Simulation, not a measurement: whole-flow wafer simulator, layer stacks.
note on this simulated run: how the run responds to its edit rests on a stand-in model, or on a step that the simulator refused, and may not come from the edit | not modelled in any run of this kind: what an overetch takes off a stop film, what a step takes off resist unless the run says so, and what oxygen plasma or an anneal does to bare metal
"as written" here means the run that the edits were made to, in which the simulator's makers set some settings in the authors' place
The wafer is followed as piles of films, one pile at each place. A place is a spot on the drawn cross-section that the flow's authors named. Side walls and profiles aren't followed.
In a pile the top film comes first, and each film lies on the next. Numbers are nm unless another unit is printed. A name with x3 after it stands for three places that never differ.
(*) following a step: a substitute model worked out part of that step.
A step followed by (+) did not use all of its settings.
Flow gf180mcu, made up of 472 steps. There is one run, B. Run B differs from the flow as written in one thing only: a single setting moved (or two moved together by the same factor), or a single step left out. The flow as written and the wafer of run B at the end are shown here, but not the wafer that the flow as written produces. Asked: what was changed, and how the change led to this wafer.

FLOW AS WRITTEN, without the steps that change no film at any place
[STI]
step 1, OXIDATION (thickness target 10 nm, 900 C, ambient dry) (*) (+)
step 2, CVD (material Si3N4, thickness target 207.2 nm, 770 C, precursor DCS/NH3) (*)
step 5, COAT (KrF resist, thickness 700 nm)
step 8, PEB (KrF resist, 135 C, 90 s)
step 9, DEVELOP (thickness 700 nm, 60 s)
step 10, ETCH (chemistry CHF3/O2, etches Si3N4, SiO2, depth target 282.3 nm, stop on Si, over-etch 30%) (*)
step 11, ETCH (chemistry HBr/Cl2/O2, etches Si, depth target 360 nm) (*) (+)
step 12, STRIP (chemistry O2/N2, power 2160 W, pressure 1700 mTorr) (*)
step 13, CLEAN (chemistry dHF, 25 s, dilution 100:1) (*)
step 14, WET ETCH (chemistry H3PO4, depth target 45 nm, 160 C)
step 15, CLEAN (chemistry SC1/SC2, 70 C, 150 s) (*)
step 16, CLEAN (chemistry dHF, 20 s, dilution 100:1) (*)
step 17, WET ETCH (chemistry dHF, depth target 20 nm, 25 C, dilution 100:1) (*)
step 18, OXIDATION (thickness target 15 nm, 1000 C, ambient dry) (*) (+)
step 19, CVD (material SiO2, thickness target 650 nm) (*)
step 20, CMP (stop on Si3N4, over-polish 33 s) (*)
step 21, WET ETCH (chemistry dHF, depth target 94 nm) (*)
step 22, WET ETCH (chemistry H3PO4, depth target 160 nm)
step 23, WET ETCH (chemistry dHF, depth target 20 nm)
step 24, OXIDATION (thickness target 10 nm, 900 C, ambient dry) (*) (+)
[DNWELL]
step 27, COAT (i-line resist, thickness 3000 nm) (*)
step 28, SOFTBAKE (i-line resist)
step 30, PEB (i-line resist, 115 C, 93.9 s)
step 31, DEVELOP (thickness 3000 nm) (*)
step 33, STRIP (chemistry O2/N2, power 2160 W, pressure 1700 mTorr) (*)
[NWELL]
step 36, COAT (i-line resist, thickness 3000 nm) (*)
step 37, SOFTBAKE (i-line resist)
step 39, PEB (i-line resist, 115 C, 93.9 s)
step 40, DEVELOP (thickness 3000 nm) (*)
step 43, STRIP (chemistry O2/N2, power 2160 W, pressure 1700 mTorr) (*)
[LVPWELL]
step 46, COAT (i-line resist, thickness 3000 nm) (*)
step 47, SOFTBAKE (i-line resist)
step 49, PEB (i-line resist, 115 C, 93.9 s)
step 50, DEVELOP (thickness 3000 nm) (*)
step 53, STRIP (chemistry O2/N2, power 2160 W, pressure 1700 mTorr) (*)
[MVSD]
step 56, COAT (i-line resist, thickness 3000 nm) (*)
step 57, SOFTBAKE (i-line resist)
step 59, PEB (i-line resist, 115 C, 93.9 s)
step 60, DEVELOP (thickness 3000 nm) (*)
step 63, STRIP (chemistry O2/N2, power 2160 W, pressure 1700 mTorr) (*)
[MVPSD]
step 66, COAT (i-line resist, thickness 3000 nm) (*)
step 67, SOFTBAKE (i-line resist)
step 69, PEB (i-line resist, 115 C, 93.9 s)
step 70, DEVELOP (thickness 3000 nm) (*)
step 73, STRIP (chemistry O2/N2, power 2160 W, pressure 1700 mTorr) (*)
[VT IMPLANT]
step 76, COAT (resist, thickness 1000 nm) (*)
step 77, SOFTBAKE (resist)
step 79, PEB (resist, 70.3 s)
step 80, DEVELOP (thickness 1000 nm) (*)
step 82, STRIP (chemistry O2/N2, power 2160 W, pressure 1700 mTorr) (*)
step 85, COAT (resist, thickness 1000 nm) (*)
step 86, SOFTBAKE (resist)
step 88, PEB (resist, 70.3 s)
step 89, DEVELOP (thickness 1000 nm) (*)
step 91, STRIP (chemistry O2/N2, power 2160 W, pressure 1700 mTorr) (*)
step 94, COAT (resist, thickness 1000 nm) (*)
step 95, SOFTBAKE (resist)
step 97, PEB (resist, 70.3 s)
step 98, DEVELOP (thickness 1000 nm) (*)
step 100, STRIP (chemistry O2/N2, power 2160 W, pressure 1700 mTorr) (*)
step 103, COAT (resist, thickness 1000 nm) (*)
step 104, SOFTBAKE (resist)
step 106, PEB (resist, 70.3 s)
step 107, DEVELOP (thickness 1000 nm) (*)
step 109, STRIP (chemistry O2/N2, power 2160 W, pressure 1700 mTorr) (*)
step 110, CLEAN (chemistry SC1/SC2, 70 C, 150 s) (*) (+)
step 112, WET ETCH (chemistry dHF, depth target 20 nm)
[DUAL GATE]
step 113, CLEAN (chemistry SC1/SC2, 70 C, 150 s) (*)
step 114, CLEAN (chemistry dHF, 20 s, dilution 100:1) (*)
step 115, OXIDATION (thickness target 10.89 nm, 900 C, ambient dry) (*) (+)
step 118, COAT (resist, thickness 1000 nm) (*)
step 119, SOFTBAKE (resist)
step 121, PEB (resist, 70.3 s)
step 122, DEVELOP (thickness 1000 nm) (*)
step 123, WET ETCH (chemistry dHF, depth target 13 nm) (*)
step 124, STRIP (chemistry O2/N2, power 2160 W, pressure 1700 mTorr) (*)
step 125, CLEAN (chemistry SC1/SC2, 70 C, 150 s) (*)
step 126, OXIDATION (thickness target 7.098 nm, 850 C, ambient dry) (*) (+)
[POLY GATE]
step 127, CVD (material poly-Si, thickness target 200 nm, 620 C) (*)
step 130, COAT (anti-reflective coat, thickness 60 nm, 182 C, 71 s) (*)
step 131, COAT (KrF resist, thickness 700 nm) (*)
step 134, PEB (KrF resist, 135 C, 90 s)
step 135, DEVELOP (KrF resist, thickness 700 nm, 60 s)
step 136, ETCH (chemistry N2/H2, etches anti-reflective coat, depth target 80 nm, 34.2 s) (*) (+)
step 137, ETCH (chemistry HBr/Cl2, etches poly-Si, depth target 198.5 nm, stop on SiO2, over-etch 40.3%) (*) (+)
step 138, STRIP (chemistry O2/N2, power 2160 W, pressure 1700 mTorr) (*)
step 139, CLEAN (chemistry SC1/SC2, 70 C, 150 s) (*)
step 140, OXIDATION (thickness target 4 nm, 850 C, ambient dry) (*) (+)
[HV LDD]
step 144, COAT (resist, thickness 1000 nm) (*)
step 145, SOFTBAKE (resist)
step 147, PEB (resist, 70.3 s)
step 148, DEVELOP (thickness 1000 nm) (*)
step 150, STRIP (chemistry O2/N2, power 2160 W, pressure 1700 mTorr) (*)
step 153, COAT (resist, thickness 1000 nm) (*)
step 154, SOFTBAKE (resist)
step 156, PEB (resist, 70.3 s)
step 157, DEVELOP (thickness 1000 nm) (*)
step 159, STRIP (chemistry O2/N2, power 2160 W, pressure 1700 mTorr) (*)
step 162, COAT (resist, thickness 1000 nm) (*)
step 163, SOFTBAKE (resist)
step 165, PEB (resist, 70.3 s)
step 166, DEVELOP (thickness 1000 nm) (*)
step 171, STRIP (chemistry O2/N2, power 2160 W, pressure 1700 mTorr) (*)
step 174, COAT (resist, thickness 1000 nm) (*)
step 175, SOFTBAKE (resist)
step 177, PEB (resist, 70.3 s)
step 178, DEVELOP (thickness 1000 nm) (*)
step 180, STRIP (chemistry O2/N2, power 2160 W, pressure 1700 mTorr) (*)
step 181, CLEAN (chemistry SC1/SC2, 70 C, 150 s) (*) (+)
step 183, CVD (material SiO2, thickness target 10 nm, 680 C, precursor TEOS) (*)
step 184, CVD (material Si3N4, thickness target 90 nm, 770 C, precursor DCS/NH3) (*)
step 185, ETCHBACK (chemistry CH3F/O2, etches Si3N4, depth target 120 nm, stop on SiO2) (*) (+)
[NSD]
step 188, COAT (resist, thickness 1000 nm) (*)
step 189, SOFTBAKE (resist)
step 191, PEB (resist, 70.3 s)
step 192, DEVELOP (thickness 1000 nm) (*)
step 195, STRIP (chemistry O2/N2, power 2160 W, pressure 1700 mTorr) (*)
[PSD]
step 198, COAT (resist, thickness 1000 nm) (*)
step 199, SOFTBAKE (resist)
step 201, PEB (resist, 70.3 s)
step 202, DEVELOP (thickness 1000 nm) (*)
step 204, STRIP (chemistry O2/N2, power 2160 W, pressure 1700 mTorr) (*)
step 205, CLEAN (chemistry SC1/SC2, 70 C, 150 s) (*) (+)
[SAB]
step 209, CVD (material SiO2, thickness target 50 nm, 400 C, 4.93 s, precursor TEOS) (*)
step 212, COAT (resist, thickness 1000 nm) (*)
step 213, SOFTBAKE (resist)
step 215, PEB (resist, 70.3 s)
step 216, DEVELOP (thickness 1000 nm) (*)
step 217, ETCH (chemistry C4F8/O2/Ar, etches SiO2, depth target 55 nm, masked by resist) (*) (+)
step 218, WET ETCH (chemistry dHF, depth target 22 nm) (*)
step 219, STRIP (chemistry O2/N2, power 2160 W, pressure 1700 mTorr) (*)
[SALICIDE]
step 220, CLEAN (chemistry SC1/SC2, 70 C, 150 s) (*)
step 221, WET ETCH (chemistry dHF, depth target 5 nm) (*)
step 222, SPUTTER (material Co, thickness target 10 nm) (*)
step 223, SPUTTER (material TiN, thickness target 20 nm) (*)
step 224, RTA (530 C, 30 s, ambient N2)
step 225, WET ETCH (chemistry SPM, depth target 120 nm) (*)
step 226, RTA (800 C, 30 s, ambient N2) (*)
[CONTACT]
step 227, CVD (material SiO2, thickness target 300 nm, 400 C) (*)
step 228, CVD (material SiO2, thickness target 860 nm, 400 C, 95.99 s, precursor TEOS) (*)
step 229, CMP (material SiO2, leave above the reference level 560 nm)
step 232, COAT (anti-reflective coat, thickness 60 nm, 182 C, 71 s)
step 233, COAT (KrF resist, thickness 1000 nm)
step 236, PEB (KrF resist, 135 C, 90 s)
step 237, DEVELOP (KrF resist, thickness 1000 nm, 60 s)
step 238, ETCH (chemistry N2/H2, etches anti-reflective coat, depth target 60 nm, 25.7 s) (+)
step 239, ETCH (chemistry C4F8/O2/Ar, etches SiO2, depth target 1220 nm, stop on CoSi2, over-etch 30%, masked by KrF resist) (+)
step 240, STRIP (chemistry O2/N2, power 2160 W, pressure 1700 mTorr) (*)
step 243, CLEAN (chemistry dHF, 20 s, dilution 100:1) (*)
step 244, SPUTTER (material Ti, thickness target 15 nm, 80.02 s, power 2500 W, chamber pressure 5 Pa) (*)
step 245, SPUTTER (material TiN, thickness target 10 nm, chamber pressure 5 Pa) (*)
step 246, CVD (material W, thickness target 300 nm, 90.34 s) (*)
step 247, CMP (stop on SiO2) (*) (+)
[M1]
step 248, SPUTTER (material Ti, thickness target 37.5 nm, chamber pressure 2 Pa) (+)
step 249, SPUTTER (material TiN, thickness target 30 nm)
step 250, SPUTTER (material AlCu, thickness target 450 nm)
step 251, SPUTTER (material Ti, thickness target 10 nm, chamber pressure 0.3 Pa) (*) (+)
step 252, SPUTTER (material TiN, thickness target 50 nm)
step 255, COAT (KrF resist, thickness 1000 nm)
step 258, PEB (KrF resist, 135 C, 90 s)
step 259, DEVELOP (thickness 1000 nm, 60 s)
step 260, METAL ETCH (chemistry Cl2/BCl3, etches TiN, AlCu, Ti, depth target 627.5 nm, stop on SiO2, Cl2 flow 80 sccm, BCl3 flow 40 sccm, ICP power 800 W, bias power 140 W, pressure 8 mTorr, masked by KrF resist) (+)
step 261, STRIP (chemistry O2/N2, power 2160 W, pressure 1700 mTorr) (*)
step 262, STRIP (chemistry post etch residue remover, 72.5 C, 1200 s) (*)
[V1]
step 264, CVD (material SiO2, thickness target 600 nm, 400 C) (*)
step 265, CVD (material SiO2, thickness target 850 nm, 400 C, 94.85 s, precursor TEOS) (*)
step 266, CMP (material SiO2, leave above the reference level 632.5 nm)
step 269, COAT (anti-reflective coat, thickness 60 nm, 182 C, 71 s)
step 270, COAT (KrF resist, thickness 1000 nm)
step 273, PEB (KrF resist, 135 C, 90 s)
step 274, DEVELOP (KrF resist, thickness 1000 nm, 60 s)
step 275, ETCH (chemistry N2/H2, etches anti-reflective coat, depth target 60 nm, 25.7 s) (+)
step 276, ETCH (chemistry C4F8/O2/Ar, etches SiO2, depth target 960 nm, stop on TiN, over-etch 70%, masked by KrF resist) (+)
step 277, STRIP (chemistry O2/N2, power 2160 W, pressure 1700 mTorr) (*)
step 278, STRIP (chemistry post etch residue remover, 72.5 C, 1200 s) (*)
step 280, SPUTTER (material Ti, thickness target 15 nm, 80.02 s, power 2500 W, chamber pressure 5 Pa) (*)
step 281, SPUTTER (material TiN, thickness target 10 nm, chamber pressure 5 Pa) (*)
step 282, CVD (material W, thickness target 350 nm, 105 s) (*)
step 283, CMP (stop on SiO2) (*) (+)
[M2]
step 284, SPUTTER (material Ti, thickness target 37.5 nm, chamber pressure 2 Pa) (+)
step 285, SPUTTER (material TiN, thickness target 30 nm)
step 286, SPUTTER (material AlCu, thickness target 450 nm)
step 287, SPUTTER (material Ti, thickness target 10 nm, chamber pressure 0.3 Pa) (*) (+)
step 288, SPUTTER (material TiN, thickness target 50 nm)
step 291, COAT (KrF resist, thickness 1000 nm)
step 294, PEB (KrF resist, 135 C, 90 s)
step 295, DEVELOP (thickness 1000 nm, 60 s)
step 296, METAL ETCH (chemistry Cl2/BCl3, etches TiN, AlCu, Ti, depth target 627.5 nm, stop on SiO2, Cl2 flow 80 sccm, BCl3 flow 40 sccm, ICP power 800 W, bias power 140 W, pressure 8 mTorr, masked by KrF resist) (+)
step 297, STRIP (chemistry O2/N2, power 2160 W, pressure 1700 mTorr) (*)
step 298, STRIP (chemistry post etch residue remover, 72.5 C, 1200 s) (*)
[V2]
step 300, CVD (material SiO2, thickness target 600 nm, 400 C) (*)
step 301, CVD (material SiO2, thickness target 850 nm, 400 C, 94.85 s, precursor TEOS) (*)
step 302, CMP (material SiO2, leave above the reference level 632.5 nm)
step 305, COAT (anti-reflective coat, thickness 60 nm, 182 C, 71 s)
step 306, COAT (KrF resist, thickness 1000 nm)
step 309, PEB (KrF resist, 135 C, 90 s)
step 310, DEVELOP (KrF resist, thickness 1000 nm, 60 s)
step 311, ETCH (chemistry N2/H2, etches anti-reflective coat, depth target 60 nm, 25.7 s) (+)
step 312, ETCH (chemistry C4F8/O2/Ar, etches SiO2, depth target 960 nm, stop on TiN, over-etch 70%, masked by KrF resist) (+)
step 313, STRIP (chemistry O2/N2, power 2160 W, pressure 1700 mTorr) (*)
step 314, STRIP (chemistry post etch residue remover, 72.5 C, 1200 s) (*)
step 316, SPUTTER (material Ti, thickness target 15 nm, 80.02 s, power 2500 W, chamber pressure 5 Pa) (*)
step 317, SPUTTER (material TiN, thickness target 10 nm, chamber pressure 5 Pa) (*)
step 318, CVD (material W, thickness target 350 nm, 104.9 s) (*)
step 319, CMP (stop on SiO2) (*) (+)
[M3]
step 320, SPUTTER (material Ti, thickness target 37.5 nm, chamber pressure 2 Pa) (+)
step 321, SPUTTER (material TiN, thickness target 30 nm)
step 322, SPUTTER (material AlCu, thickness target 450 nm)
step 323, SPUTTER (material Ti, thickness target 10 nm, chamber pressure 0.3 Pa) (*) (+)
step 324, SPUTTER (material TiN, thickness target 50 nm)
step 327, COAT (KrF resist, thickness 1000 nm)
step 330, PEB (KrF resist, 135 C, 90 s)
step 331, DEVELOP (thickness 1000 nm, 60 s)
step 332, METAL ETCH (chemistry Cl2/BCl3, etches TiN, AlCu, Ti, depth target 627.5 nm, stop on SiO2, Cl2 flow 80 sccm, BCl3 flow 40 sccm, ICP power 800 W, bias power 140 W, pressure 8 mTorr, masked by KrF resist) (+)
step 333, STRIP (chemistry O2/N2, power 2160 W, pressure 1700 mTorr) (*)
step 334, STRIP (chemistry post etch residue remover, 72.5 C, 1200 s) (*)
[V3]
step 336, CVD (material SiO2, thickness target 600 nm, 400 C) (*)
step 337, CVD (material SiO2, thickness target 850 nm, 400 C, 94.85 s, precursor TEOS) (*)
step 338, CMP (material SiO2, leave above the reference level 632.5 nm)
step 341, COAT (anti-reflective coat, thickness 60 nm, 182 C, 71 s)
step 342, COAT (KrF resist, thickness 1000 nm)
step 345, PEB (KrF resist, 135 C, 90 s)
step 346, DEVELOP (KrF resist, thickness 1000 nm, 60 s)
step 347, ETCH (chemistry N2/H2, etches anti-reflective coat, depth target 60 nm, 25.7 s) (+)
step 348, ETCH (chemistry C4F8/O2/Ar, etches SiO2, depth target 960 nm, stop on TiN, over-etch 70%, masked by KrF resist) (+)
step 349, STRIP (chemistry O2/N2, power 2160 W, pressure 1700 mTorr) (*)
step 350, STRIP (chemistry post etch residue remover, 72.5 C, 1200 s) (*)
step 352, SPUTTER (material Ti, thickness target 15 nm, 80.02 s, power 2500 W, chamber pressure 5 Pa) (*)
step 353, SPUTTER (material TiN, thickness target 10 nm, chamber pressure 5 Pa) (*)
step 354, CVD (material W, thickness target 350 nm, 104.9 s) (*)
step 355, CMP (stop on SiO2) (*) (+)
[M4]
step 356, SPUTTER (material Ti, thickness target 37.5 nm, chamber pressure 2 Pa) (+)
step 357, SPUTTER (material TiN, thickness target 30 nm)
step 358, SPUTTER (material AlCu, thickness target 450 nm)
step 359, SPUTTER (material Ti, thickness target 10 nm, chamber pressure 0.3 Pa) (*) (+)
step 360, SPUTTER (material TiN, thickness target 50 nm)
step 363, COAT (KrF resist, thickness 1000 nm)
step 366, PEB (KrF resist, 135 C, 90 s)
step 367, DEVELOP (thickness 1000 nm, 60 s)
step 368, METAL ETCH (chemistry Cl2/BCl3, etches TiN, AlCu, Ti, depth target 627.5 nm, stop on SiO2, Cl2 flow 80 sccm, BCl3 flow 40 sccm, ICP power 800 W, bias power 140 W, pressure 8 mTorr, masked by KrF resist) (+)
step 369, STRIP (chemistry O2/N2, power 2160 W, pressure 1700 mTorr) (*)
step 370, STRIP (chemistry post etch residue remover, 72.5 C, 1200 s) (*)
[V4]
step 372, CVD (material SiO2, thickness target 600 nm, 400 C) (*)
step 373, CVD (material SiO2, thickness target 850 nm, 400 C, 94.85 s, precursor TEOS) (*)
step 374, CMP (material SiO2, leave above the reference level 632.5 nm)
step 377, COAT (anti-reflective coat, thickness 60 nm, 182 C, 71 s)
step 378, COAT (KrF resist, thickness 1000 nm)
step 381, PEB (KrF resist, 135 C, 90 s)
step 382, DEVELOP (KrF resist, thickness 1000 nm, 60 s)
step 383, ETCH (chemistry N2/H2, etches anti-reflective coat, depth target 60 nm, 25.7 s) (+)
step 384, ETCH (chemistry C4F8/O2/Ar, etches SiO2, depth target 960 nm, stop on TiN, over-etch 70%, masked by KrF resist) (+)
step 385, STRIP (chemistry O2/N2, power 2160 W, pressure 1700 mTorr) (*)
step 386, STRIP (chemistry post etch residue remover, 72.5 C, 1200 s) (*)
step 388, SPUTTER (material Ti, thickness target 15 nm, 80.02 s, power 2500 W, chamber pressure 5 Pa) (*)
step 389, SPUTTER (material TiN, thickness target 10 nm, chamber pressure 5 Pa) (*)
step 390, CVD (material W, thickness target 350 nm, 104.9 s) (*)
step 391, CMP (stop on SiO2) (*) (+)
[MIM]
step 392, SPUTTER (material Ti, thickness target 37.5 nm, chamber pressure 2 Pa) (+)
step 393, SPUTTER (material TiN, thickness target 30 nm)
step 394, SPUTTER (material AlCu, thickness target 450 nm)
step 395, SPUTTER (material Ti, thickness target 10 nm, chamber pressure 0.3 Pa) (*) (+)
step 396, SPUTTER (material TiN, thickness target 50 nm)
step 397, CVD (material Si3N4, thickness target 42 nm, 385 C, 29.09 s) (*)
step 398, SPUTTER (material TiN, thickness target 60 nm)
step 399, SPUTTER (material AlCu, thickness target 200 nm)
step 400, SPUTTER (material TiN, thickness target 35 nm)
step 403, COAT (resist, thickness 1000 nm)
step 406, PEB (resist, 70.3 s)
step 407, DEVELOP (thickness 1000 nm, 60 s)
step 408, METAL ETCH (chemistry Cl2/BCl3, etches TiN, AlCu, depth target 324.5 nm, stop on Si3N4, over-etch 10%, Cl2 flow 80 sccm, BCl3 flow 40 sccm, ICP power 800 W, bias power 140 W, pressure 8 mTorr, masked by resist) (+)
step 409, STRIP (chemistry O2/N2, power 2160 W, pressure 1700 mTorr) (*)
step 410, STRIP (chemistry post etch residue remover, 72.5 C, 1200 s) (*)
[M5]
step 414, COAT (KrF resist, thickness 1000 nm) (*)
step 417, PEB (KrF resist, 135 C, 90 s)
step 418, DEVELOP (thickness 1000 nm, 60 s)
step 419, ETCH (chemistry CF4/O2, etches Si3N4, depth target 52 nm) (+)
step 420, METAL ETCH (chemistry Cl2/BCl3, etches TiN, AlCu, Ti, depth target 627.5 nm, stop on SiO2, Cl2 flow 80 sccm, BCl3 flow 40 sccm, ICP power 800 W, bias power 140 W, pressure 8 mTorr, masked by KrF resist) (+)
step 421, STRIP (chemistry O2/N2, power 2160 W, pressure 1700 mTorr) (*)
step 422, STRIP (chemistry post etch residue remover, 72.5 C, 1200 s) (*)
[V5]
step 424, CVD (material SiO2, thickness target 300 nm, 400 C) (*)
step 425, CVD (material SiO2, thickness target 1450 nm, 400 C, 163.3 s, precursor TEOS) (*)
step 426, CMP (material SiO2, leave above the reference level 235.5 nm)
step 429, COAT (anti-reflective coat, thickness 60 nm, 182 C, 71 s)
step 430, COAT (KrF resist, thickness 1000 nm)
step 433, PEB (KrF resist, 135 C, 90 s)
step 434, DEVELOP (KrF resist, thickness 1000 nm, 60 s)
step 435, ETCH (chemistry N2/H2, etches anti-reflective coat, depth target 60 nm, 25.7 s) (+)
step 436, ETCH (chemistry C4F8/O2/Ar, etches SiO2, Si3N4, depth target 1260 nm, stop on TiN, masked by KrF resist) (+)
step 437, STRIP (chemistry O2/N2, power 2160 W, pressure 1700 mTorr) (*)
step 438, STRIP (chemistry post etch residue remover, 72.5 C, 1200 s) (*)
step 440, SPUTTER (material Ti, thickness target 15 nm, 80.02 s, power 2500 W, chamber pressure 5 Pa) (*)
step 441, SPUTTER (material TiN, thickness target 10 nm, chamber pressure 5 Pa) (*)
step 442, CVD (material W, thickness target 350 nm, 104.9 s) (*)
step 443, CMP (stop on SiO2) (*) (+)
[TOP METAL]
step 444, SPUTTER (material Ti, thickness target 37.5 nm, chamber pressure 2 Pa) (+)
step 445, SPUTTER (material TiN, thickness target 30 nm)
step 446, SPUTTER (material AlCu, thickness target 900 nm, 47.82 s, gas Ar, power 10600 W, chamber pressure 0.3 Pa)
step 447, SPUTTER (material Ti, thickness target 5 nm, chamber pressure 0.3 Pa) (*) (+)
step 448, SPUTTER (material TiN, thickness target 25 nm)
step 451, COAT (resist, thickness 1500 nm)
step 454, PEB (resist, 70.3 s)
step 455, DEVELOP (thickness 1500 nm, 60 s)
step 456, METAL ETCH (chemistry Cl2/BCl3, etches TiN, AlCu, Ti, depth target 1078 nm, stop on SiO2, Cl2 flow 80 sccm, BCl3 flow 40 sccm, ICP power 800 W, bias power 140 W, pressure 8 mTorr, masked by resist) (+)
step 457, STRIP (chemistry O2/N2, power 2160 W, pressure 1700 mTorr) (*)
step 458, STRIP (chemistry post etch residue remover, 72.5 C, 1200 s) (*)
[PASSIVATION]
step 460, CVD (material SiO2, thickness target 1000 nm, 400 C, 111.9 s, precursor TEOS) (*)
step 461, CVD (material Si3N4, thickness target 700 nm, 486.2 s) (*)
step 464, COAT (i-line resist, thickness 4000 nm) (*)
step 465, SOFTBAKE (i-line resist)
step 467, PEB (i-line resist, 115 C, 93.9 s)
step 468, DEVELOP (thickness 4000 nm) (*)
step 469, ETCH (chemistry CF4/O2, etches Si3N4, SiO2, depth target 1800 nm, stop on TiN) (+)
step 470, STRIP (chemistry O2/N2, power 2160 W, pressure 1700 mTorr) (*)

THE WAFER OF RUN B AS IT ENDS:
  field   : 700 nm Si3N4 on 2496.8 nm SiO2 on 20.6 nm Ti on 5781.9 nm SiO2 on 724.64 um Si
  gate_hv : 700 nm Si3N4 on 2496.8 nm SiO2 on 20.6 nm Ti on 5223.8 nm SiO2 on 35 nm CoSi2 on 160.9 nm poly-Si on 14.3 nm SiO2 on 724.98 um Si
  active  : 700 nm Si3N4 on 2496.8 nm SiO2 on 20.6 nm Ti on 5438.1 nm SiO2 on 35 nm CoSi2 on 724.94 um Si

Cause: step 394, SPUTTER: thickness target 522 nm was run, while the flow as written has thickness target 450 nm.

The path from the change to this, step by step:
  step 394, SPUTTER (material AlCu, thickness target 450 nm)
      field, field__w1, field__w2 and 108 more: AlCu gains 522 (new film) (in the flow as written it would be: AlCu gains 450 (new film))
  step 420, METAL ETCH (chemistry Cl2/BCl3, etches TiN, AlCu, Ti, depth target 627.5 nm, stop on SiO2, Cl2 flow 80 sccm, BCl3 flow 40 sccm, ICP power 800 W, bias power 140 W, pressure 8 mTorr, masked by KrF resist) (+)
      field, field__w1, field__w2 and 101 more: TiN loses 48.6 (all of it), Ti loses 10 (all of it), AlCu loses 522 (all of it), TiN loses 30 (all of it), Ti loses 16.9 (in the flow as written it would be: TiN loses 48.6 (all of it), Ti loses 10 (all of it), AlCu loses 450 (all of it), TiN loses 30 (all of it), Ti loses 37.5 (all of it))
  step 424, CVD (material SiO2, thickness target 300 nm, 400 C) (*)
      field, field__w1, field__w2 and 101 more: SiO2 gains 300 (new film) (in the flow as written it would be: SiO2 gains 300)
  step 426, CMP (material SiO2, leave above the reference level 235.5 nm)
      field, field__w1, field__w5 and 92 more: SiO2 loses 249.4 (in the flow as written it would be: SiO2 loses 300.8)
      field__w2, field__w3, field__w12 and 6 more: SiO2 loses 218.9 (in the flow as written it would be: SiO2 loses 272.7)
With metal films that touch counted as one body, field has 1 body; the flow as written gives 0 bodies.
With metal films that touch counted as one body, gate_hv has 2 bodies (between them, from the top down: SiO2 5223.8); the flow as written gives 1 body.
With metal films that touch counted as one body, active has 2 bodies (between them, from the top down: SiO2 5438.1); the flow as written gives 1 body.
